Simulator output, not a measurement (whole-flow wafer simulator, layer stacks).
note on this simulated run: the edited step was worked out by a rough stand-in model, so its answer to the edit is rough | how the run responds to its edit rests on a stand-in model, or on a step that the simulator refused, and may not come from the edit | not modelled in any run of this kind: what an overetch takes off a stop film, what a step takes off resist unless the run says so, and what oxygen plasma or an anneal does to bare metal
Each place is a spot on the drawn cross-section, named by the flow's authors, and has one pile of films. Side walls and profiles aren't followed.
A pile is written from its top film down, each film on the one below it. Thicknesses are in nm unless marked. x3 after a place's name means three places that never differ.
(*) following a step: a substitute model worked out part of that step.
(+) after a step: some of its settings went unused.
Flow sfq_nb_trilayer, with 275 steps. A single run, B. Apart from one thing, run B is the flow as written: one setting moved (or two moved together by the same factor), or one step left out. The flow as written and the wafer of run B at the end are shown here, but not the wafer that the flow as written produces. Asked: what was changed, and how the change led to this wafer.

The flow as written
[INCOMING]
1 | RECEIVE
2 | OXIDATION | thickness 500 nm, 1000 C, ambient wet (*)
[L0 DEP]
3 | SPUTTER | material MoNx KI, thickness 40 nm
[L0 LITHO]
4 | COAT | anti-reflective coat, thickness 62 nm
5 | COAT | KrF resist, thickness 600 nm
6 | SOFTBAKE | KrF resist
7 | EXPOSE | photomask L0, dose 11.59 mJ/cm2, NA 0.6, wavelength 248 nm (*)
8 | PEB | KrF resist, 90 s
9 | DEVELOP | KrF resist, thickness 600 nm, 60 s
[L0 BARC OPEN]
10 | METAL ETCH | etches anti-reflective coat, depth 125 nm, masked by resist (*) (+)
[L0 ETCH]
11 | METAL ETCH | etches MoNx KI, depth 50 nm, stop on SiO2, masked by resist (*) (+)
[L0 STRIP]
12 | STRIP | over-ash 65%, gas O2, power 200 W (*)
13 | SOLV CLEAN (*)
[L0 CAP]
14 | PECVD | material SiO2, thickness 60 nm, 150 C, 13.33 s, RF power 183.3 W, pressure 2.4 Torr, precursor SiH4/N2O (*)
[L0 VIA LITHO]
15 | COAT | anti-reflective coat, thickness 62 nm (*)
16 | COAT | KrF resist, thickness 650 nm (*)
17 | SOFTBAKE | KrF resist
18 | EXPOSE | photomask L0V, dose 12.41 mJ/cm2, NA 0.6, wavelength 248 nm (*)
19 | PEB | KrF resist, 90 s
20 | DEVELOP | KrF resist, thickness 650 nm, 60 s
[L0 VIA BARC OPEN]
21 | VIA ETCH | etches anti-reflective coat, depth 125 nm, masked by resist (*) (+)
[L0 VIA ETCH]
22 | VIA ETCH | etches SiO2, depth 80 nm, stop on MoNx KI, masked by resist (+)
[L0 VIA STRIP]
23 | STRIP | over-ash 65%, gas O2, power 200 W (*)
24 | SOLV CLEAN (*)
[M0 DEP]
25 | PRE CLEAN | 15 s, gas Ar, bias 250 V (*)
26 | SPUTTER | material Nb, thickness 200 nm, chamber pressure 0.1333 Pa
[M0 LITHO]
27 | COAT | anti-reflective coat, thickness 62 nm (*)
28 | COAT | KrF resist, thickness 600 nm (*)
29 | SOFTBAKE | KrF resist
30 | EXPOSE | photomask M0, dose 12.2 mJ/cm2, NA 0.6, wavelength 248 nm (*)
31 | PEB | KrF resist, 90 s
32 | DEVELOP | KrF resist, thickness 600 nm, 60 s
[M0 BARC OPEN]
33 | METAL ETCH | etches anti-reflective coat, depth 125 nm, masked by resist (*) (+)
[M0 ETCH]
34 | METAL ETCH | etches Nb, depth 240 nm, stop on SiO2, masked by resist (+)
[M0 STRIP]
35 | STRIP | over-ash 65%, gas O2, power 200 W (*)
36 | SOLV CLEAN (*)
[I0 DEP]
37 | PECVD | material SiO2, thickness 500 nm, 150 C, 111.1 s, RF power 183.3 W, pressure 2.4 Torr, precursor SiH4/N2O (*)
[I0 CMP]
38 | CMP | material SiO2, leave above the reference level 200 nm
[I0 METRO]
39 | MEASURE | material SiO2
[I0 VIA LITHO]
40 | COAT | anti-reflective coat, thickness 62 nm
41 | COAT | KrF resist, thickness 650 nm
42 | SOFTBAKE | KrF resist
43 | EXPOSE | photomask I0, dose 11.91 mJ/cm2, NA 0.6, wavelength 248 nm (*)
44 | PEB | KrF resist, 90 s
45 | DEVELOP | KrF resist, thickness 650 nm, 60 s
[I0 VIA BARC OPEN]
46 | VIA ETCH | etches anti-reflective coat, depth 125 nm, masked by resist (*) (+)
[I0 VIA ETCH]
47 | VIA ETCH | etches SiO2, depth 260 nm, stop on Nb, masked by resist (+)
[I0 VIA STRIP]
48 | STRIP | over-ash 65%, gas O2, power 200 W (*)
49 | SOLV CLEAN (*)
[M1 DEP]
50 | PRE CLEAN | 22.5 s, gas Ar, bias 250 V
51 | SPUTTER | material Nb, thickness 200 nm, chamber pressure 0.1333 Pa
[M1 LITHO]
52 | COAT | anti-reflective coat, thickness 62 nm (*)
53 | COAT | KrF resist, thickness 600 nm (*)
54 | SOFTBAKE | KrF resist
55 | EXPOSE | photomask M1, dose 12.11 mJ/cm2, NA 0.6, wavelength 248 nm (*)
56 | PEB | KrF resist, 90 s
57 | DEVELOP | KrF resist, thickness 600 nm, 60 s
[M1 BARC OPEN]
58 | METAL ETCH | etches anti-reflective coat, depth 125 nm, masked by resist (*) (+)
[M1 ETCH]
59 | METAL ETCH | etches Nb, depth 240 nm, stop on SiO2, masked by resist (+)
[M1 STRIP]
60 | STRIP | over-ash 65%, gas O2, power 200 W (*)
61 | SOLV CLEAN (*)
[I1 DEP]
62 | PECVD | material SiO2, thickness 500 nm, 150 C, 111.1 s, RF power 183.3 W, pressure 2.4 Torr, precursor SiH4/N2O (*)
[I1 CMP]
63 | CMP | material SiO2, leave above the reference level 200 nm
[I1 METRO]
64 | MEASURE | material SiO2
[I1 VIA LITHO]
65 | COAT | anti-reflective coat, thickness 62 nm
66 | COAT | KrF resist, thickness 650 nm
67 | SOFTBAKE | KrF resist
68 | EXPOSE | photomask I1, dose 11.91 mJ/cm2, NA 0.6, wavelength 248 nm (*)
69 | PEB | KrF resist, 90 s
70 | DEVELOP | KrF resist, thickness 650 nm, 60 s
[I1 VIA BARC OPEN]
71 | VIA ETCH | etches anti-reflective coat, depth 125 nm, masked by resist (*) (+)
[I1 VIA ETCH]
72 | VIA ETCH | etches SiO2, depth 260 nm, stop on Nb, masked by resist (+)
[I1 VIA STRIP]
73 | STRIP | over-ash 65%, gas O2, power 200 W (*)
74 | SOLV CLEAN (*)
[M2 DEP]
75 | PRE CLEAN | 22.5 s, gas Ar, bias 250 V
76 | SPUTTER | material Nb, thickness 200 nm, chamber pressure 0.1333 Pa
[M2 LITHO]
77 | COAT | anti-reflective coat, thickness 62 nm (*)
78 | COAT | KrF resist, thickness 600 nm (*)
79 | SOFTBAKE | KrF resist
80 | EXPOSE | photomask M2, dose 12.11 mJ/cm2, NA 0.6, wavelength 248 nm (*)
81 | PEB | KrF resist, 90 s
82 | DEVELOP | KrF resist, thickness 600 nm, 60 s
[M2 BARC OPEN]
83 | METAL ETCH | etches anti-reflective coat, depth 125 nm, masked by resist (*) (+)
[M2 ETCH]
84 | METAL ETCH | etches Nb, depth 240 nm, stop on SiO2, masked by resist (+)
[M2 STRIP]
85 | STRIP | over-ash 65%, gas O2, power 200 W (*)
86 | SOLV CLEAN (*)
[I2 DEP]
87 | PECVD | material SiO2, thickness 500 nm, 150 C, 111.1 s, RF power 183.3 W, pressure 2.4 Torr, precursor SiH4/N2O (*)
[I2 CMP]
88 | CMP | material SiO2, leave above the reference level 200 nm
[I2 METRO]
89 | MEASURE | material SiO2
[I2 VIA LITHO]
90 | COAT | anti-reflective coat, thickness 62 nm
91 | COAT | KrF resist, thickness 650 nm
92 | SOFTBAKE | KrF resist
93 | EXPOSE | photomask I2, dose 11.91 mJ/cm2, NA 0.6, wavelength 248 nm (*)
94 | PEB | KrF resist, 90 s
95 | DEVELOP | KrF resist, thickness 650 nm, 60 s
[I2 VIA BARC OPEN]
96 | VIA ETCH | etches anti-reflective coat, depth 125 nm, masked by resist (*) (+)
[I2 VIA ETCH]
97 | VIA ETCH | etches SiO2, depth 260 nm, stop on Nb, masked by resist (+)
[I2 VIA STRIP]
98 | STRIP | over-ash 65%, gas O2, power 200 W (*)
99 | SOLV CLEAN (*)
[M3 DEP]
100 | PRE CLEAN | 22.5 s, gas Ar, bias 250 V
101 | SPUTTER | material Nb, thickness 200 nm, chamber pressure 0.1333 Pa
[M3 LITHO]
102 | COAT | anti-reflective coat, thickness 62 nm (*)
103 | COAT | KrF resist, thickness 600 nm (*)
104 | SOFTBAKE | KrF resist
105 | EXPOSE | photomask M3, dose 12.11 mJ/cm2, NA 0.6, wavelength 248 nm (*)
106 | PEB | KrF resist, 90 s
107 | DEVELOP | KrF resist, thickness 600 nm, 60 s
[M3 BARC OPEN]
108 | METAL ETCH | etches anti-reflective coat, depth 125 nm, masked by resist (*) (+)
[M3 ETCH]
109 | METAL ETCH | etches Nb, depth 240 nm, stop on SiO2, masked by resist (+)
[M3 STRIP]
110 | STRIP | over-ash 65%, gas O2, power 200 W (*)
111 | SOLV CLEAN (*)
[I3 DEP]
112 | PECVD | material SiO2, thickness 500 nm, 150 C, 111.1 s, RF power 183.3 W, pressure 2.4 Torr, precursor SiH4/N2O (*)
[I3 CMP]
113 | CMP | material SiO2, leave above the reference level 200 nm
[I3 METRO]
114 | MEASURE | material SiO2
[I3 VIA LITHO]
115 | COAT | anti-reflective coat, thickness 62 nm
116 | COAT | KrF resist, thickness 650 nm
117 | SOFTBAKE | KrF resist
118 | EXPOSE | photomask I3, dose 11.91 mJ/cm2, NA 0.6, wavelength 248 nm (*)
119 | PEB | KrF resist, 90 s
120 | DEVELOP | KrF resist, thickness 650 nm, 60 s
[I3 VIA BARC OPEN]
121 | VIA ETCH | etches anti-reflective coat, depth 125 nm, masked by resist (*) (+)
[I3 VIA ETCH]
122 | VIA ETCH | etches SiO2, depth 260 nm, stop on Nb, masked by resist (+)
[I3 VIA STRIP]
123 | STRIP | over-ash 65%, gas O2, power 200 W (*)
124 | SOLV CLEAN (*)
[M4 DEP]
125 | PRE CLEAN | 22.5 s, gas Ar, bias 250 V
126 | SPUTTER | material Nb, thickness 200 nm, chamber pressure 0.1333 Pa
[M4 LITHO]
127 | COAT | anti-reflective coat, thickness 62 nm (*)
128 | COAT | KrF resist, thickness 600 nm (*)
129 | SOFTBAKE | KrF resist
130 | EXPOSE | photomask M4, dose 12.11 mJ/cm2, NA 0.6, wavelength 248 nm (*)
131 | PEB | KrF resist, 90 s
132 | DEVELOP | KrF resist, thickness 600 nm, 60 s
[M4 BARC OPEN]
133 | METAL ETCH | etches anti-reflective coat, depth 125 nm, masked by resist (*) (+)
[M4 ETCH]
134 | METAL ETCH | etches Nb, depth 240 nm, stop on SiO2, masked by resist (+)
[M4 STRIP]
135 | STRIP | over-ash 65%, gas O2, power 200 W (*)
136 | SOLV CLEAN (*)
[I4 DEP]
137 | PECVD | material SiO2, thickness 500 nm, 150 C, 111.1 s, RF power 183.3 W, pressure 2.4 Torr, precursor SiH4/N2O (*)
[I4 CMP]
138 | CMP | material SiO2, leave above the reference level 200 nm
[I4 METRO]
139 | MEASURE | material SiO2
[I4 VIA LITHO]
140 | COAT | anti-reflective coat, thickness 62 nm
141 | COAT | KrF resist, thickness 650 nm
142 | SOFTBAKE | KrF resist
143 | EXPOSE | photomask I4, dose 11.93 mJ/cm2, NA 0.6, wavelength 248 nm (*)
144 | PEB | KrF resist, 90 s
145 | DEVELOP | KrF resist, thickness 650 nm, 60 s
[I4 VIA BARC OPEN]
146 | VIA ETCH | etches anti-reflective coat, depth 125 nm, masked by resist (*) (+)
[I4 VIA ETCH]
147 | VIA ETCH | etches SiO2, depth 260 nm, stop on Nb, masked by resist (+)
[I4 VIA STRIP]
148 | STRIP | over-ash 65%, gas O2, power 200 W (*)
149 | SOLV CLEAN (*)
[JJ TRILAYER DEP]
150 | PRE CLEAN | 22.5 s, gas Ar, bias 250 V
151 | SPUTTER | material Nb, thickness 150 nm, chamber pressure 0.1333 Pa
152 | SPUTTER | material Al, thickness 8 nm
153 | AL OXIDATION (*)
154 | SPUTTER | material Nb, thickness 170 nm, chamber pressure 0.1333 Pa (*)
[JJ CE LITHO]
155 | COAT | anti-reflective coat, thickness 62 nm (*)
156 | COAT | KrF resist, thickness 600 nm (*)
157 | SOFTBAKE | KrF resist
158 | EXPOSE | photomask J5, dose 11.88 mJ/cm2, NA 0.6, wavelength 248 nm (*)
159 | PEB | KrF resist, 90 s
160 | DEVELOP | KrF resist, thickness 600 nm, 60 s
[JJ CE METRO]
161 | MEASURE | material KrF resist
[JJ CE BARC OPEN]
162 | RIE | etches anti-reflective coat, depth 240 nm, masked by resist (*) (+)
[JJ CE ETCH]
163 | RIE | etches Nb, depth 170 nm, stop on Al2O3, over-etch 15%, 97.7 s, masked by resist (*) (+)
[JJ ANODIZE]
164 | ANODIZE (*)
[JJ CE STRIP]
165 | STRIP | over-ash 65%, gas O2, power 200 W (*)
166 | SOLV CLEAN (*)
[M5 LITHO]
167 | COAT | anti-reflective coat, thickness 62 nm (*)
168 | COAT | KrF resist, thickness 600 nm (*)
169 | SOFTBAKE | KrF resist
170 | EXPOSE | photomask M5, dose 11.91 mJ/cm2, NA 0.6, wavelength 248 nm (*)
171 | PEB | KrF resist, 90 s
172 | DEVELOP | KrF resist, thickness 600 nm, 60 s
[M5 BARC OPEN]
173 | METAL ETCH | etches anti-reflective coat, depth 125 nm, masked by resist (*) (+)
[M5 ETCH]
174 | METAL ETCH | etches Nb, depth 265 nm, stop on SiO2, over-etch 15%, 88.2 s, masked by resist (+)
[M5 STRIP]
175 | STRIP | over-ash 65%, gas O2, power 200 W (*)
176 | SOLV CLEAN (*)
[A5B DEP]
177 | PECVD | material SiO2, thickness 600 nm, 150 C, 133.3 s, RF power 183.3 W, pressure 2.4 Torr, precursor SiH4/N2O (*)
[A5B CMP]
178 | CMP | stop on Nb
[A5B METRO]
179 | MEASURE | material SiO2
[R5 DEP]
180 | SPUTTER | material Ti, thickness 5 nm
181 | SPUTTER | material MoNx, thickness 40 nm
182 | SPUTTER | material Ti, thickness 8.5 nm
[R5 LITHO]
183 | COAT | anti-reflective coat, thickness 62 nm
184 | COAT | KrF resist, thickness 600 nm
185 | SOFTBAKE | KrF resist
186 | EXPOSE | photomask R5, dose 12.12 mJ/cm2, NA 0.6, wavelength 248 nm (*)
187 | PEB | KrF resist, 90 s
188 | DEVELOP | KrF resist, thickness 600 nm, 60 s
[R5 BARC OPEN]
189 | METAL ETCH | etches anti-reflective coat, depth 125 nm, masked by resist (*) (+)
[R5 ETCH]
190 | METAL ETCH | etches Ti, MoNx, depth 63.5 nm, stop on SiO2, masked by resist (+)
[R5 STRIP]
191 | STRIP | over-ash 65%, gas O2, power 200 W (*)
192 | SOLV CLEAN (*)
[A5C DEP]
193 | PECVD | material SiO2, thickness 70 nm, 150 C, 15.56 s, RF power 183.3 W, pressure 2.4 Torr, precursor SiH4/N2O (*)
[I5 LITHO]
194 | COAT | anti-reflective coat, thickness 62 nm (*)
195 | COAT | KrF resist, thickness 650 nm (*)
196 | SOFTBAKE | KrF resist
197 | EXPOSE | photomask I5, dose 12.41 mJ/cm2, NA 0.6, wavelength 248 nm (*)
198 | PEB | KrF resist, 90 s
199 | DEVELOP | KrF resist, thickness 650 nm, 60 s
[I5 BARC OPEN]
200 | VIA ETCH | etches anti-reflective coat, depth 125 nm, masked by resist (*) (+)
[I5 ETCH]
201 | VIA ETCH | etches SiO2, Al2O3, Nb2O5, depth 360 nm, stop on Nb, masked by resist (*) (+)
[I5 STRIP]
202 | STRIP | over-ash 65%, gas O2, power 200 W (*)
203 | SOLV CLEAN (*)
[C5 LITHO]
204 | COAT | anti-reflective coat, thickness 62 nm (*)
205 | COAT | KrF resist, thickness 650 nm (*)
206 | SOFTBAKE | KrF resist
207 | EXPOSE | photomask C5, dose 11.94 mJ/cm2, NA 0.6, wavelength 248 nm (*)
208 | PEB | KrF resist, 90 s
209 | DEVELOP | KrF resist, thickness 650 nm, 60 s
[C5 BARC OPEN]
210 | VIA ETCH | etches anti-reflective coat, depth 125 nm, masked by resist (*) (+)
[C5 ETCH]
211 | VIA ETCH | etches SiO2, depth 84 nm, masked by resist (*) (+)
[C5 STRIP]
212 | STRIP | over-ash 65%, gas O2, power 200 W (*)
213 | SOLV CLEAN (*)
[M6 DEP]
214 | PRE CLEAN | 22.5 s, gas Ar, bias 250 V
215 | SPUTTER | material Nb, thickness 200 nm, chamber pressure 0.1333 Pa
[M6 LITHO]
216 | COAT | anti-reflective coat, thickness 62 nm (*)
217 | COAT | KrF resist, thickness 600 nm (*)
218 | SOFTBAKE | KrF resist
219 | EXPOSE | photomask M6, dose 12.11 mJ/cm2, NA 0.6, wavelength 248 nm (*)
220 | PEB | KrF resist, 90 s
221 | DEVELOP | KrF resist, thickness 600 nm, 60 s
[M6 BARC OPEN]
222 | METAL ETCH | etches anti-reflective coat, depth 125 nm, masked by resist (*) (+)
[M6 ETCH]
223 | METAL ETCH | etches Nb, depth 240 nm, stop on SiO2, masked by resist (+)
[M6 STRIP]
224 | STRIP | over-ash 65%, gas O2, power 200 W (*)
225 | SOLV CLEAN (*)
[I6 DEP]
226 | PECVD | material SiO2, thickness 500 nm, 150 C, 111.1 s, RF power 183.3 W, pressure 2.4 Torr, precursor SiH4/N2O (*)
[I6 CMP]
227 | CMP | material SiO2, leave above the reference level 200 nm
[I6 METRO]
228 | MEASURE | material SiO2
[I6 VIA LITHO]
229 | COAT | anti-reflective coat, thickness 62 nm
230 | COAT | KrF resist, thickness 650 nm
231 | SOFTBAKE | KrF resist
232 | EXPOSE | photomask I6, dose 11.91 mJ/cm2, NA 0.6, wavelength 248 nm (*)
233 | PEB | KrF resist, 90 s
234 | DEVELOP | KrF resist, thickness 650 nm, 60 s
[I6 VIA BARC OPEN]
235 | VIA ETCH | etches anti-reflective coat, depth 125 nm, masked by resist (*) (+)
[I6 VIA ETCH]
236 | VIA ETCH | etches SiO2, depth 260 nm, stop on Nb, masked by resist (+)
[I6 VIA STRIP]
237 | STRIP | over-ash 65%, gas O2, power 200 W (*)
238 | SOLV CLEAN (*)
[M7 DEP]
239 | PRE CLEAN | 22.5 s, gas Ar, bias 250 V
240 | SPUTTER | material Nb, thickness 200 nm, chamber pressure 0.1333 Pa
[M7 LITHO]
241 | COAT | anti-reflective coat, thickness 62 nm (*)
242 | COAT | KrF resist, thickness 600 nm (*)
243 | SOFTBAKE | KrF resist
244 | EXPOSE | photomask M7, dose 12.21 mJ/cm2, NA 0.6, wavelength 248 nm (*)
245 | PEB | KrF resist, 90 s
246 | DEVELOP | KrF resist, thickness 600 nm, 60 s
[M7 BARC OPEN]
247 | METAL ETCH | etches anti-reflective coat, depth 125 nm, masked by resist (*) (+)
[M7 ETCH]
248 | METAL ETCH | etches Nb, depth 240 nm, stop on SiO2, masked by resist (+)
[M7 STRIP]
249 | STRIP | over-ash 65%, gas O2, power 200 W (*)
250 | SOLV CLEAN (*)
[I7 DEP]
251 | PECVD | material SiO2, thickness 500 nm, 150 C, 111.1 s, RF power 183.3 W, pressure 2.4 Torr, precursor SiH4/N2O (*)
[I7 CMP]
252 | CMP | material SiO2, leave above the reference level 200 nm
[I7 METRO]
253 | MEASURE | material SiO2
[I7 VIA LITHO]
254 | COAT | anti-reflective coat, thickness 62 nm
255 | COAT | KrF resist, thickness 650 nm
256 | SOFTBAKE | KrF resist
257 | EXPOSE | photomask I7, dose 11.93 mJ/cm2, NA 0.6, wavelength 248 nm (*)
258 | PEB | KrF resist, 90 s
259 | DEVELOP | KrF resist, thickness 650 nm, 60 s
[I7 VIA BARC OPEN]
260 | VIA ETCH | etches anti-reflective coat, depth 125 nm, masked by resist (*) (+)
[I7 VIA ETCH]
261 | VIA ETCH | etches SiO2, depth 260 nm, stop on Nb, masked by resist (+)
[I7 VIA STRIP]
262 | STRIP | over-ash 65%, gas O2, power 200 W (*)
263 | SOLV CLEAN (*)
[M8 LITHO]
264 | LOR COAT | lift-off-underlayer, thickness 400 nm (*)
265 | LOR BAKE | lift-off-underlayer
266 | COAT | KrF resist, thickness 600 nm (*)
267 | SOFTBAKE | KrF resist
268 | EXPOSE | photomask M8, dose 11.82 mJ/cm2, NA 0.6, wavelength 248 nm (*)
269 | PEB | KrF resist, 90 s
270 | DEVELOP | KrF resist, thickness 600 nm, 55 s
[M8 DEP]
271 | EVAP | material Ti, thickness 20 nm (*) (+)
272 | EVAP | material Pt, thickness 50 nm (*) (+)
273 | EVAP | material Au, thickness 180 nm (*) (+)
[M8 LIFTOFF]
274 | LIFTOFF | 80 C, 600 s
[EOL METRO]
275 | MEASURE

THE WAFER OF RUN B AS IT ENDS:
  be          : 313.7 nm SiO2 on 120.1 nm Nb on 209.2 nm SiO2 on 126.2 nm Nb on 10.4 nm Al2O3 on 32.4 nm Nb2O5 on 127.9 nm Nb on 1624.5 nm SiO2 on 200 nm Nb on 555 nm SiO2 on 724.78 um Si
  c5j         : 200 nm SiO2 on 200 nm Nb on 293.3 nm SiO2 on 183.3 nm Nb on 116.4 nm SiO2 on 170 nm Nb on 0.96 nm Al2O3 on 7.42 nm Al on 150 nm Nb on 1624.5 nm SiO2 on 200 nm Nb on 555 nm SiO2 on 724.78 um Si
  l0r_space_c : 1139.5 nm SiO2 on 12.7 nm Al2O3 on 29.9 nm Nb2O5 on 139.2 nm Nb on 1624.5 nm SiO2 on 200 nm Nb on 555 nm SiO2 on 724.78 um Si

The reason: step 137, PECVD: thickness 262 nm was run, though the flow has thickness 500 nm; step 137, PECVD: 58.33 s was run, where the flow has 111.1 s.

How this came from the change, step by step:
  137 | PECVD | material SiO2, thickness 500 nm, 150 C, 111.1 s, RF power 183.3 W, pressure 2.4 Torr, precursor SiH4/N2O (*)
      field_l, be, be_sur and 55 more: +262 SiO2 (in the flow as written it would be: +500 SiO2)
      v_sur, via_wl, via_w and 35 more: +262 SiO2 (new film) (in the flow as written it would be: +500 SiO2 (new film))
      (also at 10 further places)
  138 | CMP | material SiO2, leave above the reference level 200 nm
      field_l, be, be_sur and 55 more: nothing (in the flow as written it would be: -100 SiO2)
      p3_s0, p3_s1, p3_s2, p3_s3, p3_s4, p3_s5: nothing (in the flow as written it would be: -157.1 SiO2)
      (also at 42 further places)
  140 | COAT | anti-reflective coat, thickness 62 nm
      gap, jj_sur, ce_r, sp_r, be_r, r_sur, r_end, moat: +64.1 anti-reflective coat (new film) (in the flow as written it would be: +62 anti-reflective coat (new film))
      ce_l, c5j, res, l0r_line_r: +64.2 anti-reflective coat (new film) (in the flow as written it would be: +62 anti-reflective coat (new film))
      (also at 76 further places)
  141 | COAT | KrF resist, thickness 650 nm
      be, l0v, r5r_line_c: +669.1 KrF resist (new film) (in the flow as written it would be: +650 KrF resist (new film))
      m0r_line_l, m6r_line_l, m7r_line_l: +677.6 KrF resist (new film) (in the flow as written it would be: +650 KrF resist (new film))
      (also at 78 further places)
  145 | DEVELOP | KrF resist, thickness 650 nm, 60 s
      via_wl: -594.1 KrF resist (all of it) (in the flow as written it would be: -648.6 KrF resist (all of it))
      via_w: -600.6 KrF resist (all of it) (in the flow as written it would be: -648.6 KrF resist (all of it))
      (also at 1 further place)
  146 | VIA ETCH | etches anti-reflective coat, depth 125 nm, masked by resist (*) (+)
      field_l, v_sur, via_sp and 100 more: -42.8 KrF resist (in the flow as written it would be: -51.7 KrF resist)
      via_w, via_wr: -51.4 anti-reflective coat (all of it), -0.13 SiO2 (in the flow as written it would be: -62 anti-reflective coat (all of it), -0.16 SiO2)
      (also at 1 further place)
  148 | STRIP | over-ash 65%, gas O2, power 200 W (*)
      m0r_line_l, m6r_line_l, m7r_line_l: -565 KrF resist (all of it), -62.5 anti-reflective coat (all of it) (in the flow as written it would be: -528.6 KrF resist (all of it), -62 anti-reflective coat (all of it))
      m0r_space_l, m6r_space_l, m7r_space_l: -554.4 KrF resist (all of it), -79.6 anti-reflective coat (all of it) (in the flow as written it would be: -528.6 KrF resist (all of it), -62 anti-reflective coat (all of it))
      (also at 89 further places)
  151 | SPUTTER | material Nb, thickness 150 nm, chamber pressure 0.1333 Pa
      lsp_r, l0_sur, l0v: +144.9 Nb (new film) (in the flow as written it would be: +150 Nb (new film))
      be, lsp_l: +139.5 Nb (new film) (in the flow as written it would be: +150 Nb (new film))
      (also at 1 further place)
  152 | SPUTTER | material Al, thickness 8 nm
      be, lsp_l: +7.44 Al (new film) (in the flow as written it would be: +8 Al (new film))
      via_v: +6.21 Al (new film) (in the flow as written it would be: +8 Al (new film))
  154 | SPUTTER | material Nb, thickness 170 nm, chamber pressure 0.1333 Pa (*)
      lsp_r, l0_sur, l0v: +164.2 Nb (new film) (in the flow as written it would be: +170 Nb (new film))
      be, lsp_l: +157.2 Nb (new film) (in the flow as written it would be: +170 Nb (new film))
      (also at 1 further place)
  155 | COAT | anti-reflective coat, thickness 62 nm (*)
      m0r_space_l, m0r_space_r, m6r_space_l, m6r_space_r, m7r_space_l, m7r_space_r: +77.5 anti-reflective coat (new film) (in the flow as written it would be: +62 anti-reflective coat (new film))
      c5j, ce_r, sp_r, be_r: +63.5 anti-reflective coat (new film) (in the flow as written it would be: +61.5 anti-reflective coat (new film))
      (also at 80 further places)
  156 | COAT | KrF resist, thickness 600 nm (*)
      m0r_space_l, m0r_space_r, m6r_space_l, m6r_space_r, m7r_space_l, m7r_space_r, m8r_pad_w: +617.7 KrF resist (new film) (in the flow as written it would be: +600 KrF resist (new film))
      m0r_line_l, m0r_line_r, m6r_line_l, m6r_line_r, m7r_line_l, m7r_line_r: +625.3 KrF resist (new film) (in the flow as written it would be: +600 KrF resist (new film))
      (also at 69 further places)
  160 | DEVELOP | KrF resist, thickness 600 nm, 60 s
      m0r_space_l, m0r_space_r, m6r_space_l, m6r_space_r, m7r_space_l, m7r_space_r, m8r_pad_w: -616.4 KrF resist (all of it) (in the flow as written it would be: -598.7 KrF resist (all of it))
      m0r_line_l, m0r_line_r, m6r_line_l, m6r_line_r, m7r_line_l, m7r_line_r: -624 KrF resist (all of it) (in the flow as written it would be: -598.7 KrF resist (all of it))
      (also at 68 further places)
  162 | RIE | etches anti-reflective coat, depth 240 nm, masked by resist (*) (+)
      m0r_space_l, m0r_space_r, m6r_space_l, m6r_space_r, m7r_space_l, m7r_space_r: -77.5 anti-reflective coat (all of it) (in the flow as written it would be: -62 anti-reflective coat (all of it))
      ce_l, c5j, ce_r, wl_jj: -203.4 KrF resist (in the flow as written it would be: -209.4 KrF resist)
      (also at 80 further places)
  163 | RIE | etches Nb, depth 170 nm, stop on Al2O3, over-etch 15%, 97.7 s, masked by resist (*) (+)
      be, lsp_l: -157.2 Nb (all of it), -0.96 Al2O3 (all of it) (in the flow as written it would be: -170 Nb (all of it), -0.51 Al2O3)
      via_v: -128.5 Nb (all of it), -0.96 Al2O3 (all of it) (in the flow as written it would be: -170 Nb (all of it), -0.51 Al2O3)
      (also at 3 further places)
  164 | ANODIZE (*)
      be, lsp_l: +11.3 Al2O3 (new film), +32.4 Nb2O5 (new film), -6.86 Al (all of it), -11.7 Nb (in the flow as written it would be: +12.2 Al2O3, +29.9 Nb2O5 (new film), -7.42 Al (all of it), -10.8 Nb)
      via_v: +9.29 Al2O3 (new film), +36 Nb2O5 (new film), -5.63 Al (all of it), -13 Nb (in the flow as written it would be: +12.2 Al2O3, +29.9 Nb2O5 (new film), -7.42 Al (all of it), -10.8 Nb)
      (also at 3 further places)
  ... 46 other steps ...
  274 | LIFTOFF | 80 C, 600 s
      be: -180 Au (all of it), -50 Pt (all of it), -20 Ti (all of it), -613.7 KrF resist (all of it), -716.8 lift-off-underlayer (all of it) (in the flow as written it would be: -180 Au (all of it), -50 Pt (all of it), -20 Ti (all of it), -572.1 KrF resist (all of it), -398.5 lift-off-underlayer (all of it))
      be_sur: -180 Au (all of it), -50 Pt (all of it), -20 Ti (all of it), -587.2 KrF resist (all of it), -366.3 lift-off-underlayer (all of it) (in the flow as written it would be: -180 Au (all of it), -50 Pt (all of it), -20 Ti (all of it), -572.6 KrF resist (all of it), -398.9 lift-off-underlayer (all of it))
      (also at 1 further place)
Taking metal films that touch as one body, be has 4 bodies (between them, from the top down: SiO2 209.2; Al2O3 10.4 / Nb2O5 32.4; SiO2 1624.5); the flow as written gives 3 bodies (between them, from the top down: SiO2 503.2; SiO2 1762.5).
Taking metal films that touch as one body, c5j has 5 bodies (between them, from the top down: SiO2 293.3; SiO2 116.4; Al2O3 0.96; SiO2 1624.5); the flow as written gives 4 bodies (between them, from the top down: SiO2 284.2; Al2O3 0.96; SiO2 1762.5).
